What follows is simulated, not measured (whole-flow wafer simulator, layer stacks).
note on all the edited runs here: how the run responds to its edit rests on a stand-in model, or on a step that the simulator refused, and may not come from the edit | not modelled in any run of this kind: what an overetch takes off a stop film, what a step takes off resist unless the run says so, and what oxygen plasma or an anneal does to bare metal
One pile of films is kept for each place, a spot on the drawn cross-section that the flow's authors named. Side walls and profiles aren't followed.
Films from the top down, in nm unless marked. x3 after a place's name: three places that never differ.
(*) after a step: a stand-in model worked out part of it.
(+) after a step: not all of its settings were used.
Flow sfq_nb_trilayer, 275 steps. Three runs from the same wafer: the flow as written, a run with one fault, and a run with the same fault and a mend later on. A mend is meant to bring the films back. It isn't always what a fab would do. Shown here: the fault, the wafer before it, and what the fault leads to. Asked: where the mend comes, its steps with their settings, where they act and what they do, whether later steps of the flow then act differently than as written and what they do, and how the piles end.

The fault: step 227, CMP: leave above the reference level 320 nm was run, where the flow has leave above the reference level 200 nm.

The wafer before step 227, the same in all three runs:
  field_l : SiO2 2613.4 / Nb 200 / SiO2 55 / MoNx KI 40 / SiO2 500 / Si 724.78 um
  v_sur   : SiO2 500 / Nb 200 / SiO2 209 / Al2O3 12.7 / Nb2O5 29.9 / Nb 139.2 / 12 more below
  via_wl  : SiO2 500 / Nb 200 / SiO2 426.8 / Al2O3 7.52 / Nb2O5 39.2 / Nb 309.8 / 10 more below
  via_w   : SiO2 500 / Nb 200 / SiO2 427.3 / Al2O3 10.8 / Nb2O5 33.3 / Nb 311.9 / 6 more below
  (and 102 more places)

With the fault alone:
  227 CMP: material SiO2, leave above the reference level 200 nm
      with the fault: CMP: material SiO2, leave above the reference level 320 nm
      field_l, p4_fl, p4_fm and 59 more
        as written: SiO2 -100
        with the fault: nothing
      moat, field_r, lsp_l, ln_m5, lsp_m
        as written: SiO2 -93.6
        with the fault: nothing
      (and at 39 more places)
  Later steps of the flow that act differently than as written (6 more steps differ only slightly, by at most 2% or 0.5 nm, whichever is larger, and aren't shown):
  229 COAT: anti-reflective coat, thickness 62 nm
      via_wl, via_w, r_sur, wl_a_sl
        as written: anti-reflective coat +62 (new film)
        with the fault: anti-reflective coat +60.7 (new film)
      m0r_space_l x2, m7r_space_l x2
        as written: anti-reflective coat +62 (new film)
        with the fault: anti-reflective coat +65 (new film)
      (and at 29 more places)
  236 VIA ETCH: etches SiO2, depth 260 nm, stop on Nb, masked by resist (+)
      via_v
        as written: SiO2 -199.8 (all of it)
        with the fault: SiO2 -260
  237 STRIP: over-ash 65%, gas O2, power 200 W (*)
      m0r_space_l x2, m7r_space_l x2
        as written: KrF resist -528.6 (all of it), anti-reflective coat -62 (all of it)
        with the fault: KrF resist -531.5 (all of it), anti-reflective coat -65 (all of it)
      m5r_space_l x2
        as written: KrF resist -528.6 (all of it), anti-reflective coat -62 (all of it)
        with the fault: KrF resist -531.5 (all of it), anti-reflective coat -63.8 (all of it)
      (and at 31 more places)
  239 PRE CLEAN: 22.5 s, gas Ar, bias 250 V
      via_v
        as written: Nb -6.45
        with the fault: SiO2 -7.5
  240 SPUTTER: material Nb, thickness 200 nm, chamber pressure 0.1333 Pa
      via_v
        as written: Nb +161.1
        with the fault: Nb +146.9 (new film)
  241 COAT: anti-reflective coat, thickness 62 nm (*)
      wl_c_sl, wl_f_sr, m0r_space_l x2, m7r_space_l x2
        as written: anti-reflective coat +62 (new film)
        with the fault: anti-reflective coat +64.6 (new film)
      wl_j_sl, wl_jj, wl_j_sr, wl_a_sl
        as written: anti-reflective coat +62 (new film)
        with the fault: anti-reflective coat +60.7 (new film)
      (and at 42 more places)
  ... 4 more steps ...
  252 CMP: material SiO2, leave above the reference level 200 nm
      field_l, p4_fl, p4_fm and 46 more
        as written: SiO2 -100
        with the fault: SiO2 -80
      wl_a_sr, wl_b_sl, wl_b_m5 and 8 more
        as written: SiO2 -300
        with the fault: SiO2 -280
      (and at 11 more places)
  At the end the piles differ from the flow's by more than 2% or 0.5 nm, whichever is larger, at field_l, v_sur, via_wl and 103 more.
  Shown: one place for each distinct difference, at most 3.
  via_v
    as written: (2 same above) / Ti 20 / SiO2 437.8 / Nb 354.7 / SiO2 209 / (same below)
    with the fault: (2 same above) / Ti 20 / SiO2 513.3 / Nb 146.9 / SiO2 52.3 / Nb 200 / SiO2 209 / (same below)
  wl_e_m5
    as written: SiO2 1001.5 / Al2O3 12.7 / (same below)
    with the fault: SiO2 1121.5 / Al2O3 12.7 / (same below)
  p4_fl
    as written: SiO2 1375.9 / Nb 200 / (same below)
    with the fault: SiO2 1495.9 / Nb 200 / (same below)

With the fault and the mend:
  The mend comes after step 234.
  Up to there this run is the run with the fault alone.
  234a STRIP: over-ash 65%, gas O2, power 200 W (*)
      p3_l3, p3_s3, p3_l4, p3_s4, p3_l5
        KrF resist -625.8 (all of it), anti-reflective coat -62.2 (all of it)
      m0r_line_l x2, m7r_line_l x2
        KrF resist -628.7 (all of it), anti-reflective coat -62.7 (all of it)
      m0r_space_l x2, m7r_space_l x2
        KrF resist -627 (all of it), anti-reflective coat -65 (all of it)
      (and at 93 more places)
  234b CMP: material SiO2, leave above the reference level 200 nm (the flow's step 227 once more)
      field_l, p4_fl, p4_fm and 59 more
        SiO2 -100
      v_sur, via_wl, via_w and 33 more
        SiO2 -120
      moat, field_r, lsp_l, ln_m5, lsp_m
        SiO2 -93.6
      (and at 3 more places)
  234c COAT: anti-reflective coat, thickness 62 nm (the flow's step 229 once more)
      field_l, v_sur, via_wl and 103 more
        anti-reflective coat +62 (new film)
  234d COAT: KrF resist, thickness 650 nm (the flow's step 230 once more)
      field_l, v_sur, via_wl and 103 more
        KrF resist +650 (new film)
  234e SOFTBAKE: KrF resist (the flow's step 231 once more)
      changes no film at any place that is followed
  234f EXPOSE: photomask I6, dose 11.91 mJ/cm2, NA 0.6, wavelength 248 nm (*) (the flow's step 232 once more)
      changes no film at any place that is followed
  234g PEB: KrF resist, 90 s (the flow's step 233 once more)
      field_l, v_sur, via_wl and 103 more
        KrF resist -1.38
  234h DEVELOP: KrF resist, thickness 650 nm, 60 s (the flow's step 234 once more)
      field_l, v_sur, via_wl and 102 more
        KrF resist -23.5
      via_v
        KrF resist -648.6 (all of it)
  No later step of the flow acts differently than as written at any place that is followed.
  At the end the piles are the same as the flow's at every place that both follow.
